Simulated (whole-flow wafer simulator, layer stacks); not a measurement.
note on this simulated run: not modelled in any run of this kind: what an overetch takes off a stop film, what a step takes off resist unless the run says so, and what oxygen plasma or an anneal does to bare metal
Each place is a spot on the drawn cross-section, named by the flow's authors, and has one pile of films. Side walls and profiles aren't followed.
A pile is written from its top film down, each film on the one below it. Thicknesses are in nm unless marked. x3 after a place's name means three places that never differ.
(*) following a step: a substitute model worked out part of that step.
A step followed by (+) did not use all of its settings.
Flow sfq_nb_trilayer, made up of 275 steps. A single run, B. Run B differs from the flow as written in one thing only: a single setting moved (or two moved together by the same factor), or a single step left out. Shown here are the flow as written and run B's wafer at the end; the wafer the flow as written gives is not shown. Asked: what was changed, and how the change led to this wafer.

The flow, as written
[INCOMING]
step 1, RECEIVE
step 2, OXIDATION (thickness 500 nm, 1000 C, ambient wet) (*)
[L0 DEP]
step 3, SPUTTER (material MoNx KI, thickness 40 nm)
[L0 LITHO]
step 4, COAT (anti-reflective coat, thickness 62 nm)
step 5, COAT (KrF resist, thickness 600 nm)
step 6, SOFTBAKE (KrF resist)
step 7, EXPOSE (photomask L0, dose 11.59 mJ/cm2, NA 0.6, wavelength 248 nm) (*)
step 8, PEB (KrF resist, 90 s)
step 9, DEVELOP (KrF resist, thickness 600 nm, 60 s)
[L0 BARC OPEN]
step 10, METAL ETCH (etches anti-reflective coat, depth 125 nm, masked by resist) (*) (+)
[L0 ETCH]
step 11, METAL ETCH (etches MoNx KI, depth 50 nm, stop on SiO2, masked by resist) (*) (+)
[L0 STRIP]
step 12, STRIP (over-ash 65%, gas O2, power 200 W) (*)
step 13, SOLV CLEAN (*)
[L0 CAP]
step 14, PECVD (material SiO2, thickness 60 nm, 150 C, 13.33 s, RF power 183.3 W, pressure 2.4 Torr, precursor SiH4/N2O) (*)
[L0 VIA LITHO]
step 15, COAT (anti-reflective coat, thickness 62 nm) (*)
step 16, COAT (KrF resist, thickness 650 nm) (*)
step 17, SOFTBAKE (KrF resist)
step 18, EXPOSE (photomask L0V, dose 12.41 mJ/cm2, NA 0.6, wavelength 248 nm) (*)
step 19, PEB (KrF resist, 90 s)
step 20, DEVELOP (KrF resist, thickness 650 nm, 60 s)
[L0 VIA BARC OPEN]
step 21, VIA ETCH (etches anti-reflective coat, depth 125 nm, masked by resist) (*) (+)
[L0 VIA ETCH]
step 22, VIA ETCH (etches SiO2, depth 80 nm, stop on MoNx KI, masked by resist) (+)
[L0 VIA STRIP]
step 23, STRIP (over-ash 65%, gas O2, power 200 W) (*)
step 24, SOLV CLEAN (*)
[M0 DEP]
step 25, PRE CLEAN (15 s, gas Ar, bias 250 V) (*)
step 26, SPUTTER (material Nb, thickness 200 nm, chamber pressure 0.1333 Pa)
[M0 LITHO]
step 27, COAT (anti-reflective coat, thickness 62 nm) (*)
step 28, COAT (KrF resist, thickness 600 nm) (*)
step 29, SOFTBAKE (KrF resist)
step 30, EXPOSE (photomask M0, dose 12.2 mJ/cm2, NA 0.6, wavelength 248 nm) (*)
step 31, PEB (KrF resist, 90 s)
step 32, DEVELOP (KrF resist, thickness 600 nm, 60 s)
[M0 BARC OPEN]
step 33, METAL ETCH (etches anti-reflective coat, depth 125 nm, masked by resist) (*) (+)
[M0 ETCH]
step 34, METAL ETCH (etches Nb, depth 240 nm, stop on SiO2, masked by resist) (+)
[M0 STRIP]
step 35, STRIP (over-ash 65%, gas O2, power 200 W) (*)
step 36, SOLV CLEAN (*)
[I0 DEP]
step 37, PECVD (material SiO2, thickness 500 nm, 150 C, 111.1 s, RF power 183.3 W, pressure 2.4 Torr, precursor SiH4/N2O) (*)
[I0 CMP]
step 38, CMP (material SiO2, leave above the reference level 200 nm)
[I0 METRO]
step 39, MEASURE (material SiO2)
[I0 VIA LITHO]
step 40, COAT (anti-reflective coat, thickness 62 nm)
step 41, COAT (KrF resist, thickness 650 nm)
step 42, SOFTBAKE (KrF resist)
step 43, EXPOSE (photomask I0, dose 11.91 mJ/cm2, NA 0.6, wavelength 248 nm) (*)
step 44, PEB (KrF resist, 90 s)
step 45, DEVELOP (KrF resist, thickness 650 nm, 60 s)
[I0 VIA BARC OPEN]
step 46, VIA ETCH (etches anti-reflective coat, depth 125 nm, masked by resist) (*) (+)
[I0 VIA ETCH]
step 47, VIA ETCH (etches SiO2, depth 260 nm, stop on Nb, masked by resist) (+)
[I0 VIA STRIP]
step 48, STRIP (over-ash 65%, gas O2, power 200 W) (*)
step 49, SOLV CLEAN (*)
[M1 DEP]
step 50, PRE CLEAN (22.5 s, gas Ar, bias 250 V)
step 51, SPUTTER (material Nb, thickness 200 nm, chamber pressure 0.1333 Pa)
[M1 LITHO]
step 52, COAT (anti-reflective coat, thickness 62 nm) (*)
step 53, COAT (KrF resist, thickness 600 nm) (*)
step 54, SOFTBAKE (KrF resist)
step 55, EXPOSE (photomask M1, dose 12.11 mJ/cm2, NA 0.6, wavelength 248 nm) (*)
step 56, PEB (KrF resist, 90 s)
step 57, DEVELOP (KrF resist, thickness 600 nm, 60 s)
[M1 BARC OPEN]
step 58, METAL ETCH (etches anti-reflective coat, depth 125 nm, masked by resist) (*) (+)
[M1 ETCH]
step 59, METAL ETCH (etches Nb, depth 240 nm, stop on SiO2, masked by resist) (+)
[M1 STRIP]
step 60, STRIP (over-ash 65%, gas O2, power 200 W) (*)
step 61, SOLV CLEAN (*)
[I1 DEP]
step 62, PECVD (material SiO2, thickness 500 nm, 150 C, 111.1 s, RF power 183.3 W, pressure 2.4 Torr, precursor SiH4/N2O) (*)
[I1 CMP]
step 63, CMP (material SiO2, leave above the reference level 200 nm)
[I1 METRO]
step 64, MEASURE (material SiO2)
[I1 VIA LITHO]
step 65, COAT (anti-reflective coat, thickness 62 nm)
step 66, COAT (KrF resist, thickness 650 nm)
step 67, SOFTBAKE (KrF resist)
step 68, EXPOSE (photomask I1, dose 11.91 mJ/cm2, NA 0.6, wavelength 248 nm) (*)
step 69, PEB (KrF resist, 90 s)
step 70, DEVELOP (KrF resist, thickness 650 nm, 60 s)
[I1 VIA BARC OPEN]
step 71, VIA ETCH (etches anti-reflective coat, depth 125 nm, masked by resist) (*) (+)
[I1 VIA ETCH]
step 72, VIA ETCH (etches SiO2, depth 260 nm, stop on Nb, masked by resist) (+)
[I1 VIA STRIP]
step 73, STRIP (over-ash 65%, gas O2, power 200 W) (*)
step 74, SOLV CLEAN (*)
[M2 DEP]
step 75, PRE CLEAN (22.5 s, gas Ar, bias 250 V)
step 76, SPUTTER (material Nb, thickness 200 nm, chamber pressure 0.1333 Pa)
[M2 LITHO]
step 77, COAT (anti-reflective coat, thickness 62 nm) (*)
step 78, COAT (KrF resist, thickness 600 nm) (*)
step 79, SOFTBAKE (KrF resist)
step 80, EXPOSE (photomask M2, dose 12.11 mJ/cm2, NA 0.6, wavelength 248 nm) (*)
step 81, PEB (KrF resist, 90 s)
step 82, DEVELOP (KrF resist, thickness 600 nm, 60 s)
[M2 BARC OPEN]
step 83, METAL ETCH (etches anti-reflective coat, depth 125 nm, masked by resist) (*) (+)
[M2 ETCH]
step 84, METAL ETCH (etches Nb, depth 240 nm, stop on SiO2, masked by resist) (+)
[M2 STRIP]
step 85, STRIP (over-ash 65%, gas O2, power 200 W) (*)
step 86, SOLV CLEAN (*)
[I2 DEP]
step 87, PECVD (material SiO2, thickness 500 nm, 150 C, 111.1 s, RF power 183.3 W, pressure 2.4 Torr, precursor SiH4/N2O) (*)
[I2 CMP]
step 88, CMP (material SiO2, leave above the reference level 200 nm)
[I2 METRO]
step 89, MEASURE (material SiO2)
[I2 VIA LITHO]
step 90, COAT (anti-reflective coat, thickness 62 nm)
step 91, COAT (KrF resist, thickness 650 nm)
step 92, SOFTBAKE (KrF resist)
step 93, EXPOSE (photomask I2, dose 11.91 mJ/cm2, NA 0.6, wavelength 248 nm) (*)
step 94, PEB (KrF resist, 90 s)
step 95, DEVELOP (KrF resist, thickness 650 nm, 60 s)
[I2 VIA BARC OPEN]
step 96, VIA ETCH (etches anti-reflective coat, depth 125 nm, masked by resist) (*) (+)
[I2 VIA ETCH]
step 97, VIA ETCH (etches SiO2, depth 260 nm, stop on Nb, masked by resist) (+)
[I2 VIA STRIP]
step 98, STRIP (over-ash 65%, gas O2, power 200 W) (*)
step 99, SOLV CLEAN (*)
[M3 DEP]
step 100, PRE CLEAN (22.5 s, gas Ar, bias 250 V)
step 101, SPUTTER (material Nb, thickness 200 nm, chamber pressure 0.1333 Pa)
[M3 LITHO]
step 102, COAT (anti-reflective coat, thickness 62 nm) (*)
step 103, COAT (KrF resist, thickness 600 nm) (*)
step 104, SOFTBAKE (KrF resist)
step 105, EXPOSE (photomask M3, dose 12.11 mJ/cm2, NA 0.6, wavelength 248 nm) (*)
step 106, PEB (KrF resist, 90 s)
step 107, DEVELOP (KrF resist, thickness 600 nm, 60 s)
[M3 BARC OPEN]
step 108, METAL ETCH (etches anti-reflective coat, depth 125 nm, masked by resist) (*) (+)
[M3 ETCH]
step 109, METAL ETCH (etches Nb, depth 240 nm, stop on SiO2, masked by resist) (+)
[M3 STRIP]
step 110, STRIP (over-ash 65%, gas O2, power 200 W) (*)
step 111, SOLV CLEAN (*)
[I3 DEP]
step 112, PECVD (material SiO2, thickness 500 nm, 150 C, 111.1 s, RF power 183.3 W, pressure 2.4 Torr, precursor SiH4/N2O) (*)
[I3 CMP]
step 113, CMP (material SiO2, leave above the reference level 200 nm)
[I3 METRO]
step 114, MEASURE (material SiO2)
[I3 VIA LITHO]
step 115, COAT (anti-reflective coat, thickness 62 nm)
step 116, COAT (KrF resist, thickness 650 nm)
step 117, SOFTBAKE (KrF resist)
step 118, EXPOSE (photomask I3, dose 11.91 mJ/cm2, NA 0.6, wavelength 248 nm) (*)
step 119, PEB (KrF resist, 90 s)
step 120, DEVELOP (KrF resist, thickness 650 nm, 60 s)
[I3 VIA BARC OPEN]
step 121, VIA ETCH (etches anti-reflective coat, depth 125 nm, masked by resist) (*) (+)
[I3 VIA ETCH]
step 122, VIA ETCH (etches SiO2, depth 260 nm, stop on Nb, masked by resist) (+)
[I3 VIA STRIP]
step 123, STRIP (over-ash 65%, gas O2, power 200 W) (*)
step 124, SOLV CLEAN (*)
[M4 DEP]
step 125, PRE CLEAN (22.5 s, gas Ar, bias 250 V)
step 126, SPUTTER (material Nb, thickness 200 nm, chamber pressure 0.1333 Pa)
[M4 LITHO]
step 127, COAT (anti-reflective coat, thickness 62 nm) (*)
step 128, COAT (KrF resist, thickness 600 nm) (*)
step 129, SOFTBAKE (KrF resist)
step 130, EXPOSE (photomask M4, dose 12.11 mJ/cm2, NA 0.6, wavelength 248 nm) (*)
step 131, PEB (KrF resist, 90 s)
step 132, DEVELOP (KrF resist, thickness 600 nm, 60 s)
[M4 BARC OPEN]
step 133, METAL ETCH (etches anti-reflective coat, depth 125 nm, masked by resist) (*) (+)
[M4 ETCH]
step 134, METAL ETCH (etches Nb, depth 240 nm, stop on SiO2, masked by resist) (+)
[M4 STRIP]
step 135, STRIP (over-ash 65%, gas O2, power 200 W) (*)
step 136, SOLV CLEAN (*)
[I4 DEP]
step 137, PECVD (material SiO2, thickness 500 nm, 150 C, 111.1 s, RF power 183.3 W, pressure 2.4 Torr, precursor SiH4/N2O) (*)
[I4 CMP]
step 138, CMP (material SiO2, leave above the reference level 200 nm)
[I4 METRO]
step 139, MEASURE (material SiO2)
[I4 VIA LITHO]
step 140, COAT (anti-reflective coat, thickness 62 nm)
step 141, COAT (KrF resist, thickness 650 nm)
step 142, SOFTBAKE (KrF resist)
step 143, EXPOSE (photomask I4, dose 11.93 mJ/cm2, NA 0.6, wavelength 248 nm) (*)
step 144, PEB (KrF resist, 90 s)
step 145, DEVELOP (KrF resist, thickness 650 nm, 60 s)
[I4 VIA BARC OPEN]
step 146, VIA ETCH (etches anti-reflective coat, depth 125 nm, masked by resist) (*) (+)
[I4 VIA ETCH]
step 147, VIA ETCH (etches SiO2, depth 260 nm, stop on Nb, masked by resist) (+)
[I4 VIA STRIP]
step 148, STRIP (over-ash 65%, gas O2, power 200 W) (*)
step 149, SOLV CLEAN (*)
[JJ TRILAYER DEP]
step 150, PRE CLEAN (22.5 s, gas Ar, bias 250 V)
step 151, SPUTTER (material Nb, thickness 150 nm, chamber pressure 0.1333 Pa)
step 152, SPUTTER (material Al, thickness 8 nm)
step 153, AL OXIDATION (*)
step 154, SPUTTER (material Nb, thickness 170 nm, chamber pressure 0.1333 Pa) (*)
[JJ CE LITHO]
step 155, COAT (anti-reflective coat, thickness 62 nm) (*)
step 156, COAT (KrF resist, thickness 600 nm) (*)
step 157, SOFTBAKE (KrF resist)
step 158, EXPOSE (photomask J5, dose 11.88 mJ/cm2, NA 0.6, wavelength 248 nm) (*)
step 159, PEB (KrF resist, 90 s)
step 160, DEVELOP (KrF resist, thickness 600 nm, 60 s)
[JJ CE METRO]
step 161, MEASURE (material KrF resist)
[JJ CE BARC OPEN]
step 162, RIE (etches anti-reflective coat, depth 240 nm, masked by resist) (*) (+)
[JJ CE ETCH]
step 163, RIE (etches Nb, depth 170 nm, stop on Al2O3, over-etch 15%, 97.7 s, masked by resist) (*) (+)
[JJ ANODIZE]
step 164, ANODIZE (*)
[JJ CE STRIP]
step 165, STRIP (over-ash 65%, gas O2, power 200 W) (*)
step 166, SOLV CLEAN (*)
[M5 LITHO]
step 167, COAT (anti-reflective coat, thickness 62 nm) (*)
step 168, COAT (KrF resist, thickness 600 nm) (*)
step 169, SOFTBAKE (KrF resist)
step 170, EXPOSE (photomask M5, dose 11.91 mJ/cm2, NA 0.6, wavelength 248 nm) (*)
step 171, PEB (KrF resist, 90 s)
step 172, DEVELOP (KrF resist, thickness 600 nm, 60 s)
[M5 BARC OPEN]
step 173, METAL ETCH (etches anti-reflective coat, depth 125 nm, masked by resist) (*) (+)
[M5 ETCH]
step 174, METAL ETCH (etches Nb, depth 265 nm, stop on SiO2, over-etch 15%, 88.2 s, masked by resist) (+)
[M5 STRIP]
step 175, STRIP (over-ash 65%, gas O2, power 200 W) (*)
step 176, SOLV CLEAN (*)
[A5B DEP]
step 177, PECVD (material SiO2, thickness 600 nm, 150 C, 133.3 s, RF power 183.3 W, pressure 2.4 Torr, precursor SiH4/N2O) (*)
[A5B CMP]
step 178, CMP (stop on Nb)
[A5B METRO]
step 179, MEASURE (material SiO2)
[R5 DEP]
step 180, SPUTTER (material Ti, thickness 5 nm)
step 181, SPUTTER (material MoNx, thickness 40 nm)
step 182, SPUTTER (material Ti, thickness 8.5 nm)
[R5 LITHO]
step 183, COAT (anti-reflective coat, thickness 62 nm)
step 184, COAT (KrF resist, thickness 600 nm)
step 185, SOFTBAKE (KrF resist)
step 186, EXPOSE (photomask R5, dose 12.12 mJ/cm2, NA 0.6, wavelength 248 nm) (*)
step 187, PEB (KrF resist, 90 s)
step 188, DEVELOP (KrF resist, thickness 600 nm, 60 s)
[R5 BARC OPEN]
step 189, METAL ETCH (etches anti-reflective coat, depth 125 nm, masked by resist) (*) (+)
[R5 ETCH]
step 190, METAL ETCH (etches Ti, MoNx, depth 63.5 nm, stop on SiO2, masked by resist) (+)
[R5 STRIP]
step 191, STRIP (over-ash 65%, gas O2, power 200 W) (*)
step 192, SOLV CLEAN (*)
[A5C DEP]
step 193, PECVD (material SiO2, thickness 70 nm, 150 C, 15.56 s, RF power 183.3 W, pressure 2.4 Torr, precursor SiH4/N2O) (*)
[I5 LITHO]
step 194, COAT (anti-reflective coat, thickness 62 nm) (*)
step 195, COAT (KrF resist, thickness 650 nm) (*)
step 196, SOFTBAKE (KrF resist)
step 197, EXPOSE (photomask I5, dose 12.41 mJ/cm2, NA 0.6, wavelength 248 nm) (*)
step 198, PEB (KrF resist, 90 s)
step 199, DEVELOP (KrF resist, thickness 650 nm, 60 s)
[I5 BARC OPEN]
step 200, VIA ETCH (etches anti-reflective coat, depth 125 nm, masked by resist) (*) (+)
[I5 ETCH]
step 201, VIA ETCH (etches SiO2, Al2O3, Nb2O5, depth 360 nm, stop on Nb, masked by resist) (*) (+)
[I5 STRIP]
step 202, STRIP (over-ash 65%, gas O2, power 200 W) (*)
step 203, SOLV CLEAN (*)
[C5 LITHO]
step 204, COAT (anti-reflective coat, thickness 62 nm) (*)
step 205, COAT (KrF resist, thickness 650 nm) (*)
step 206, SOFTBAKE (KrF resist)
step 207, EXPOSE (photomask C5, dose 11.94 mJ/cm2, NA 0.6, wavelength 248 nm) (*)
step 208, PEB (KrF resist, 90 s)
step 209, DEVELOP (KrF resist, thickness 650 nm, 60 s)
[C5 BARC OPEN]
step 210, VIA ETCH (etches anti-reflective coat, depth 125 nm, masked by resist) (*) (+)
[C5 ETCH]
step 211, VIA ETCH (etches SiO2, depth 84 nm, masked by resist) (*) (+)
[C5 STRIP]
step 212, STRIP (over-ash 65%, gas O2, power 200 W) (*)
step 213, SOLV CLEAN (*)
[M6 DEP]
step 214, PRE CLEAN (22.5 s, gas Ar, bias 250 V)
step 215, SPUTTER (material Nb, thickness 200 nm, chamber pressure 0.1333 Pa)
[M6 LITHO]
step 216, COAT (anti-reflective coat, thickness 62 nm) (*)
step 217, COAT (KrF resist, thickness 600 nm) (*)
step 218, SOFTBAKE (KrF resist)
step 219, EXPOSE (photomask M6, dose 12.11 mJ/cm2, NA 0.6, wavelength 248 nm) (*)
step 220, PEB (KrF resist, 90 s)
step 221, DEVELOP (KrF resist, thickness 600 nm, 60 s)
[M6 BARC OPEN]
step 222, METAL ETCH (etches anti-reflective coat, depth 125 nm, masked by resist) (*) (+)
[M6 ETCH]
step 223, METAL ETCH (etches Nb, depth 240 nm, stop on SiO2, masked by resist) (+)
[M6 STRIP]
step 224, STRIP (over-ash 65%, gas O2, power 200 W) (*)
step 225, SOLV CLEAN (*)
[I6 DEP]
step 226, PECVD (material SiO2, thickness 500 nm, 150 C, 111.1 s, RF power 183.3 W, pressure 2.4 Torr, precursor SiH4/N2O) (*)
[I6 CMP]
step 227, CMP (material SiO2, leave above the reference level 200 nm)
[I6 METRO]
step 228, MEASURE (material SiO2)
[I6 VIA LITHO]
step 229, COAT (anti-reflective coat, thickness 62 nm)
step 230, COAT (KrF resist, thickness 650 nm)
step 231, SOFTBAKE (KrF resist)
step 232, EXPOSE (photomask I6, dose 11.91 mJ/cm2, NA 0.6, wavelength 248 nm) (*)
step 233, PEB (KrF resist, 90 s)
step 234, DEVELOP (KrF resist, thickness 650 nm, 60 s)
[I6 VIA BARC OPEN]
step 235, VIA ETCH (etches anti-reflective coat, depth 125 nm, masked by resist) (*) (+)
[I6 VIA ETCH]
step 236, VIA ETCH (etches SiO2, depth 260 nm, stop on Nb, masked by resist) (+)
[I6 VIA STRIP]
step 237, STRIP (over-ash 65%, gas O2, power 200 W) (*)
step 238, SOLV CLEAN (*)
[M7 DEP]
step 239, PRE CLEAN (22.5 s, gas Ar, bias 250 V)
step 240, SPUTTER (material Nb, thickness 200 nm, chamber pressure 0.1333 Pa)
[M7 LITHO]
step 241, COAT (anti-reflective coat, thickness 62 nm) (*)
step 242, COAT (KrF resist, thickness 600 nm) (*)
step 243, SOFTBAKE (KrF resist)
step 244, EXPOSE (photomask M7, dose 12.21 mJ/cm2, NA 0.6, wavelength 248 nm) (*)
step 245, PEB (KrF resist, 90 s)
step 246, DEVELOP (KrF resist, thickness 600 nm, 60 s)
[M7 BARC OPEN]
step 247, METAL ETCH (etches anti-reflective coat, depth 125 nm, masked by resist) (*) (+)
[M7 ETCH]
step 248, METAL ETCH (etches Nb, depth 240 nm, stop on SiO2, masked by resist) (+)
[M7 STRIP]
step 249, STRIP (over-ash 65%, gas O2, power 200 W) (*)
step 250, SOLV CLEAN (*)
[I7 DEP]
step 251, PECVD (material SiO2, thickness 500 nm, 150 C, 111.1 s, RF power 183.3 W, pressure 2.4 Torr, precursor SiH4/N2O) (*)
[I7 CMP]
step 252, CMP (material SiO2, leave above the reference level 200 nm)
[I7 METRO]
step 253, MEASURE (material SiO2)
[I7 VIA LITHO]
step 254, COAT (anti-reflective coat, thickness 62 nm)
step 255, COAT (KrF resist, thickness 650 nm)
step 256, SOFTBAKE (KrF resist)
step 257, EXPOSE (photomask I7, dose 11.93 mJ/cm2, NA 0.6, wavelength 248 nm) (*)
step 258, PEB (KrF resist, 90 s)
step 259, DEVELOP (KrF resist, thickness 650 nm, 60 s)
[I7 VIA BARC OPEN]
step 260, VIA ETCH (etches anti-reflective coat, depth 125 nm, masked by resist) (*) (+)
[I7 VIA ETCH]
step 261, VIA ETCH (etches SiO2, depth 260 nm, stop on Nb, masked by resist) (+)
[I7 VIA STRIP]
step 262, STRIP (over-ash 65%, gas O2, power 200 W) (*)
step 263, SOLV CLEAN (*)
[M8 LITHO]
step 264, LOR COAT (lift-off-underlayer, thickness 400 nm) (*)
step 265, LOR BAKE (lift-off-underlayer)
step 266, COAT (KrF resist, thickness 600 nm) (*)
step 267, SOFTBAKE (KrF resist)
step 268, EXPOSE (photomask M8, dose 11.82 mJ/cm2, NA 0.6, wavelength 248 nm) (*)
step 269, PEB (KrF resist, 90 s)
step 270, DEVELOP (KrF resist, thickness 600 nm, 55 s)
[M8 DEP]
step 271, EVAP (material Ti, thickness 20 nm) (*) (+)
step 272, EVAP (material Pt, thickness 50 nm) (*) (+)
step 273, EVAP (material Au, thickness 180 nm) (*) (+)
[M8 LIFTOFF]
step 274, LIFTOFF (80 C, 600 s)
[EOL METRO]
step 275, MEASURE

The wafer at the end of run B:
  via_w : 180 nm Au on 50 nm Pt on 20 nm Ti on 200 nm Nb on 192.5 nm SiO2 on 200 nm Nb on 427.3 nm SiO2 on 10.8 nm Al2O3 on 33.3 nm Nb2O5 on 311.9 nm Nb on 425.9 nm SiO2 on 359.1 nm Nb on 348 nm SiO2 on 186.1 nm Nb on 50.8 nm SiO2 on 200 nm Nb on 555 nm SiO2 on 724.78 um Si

What caused this: step 47, VIA ETCH: depth 141.5 nm was run, while the flow as written has depth 260 nm.

How this came from the change, step by step:
  step 47, VIA ETCH (etches SiO2, depth 260 nm, stop on Nb, masked by resist) (+)
      via_w: SiO2 loses 141.5 (in the flow as written it would be: SiO2 loses 199.8 (all of it))
      field_l, v_sur, via_wl and 102 more: KrF resist loses 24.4 (in the flow as written it would be: KrF resist loses 44.8)
  step 48, STRIP (over-ash 65%, gas O2, power 200 W) (*)
      field_l, v_sur, via_wl and 102 more: KrF resist loses 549 (all of it), anti-reflective coat loses 62 (all of it) (in the flow as written it would be: KrF resist loses 528.6 (all of it), anti-reflective coat loses 62 (all of it))
  step 50, PRE CLEAN (22.5 s, gas Ar, bias 250 V)
      via_w: SiO2 loses 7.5 (in the flow as written it would be: Nb loses 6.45)
  step 51, SPUTTER (material Nb, thickness 200 nm, chamber pressure 0.1333 Pa)
      via_w: Nb gains 186.1 (new film) (in the flow as written it would be: Nb gains 174.5)
  step 52, COAT (anti-reflective coat, thickness 62 nm) (*)
      via_wl: anti-reflective coat gains 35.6 (new film) (in the flow as written it would be: anti-reflective coat gains 33.8 (new film))
      via_w: anti-reflective coat gains 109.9 (new film) (in the flow as written it would be: anti-reflective coat gains 123.1 (new film))
  step 53, COAT (KrF resist, thickness 600 nm) (*)
      via_w: KrF resist gains 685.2 (new film) (in the flow as written it would be: KrF resist gains 731.8 (new film))
  step 60, STRIP (over-ash 65%, gas O2, power 200 W) (*)
      via_wl: KrF resist loses 390.6 (all of it), anti-reflective coat loses 35.6 (all of it) (in the flow as written it would be: KrF resist loses 385.5 (all of it), anti-reflective coat loses 33.8 (all of it))
      via_w: KrF resist loses 467.3 (all of it), anti-reflective coat loses 109.9 (all of it) (in the flow as written it would be: KrF resist loses 513.8 (all of it), anti-reflective coat loses 123.1 (all of it))
  step 62, PECVD (material SiO2, thickness 500 nm, 150 C, 111.1 s, RF power 183.3 W, pressure 2.4 Torr, precursor SiH4/N2O) (*)
      via_w: SiO2 gains 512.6 (new film) (in the flow as written it would be: SiO2 gains 606 (new film))
  step 63, CMP (material SiO2, leave above the reference level 200 nm)
      via_w: SiO2 loses 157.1 (in the flow as written it would be: SiO2 loses 181.6)
With metal films that touch counted as one body, via_w has 6 bodies (between them, from the top down: SiO2 192.5; SiO2 427.3 / Al2O3 10.8 / Nb2O5 33.3; SiO2 425.9; SiO2 348; SiO2 50.8); the flow as written gives 5 bodies (between them, from the top down: SiO2 192.5; SiO2 427.3 / Al2O3 10.8 / Nb2O5 33.3; SiO2 425.9; SiO2 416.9).
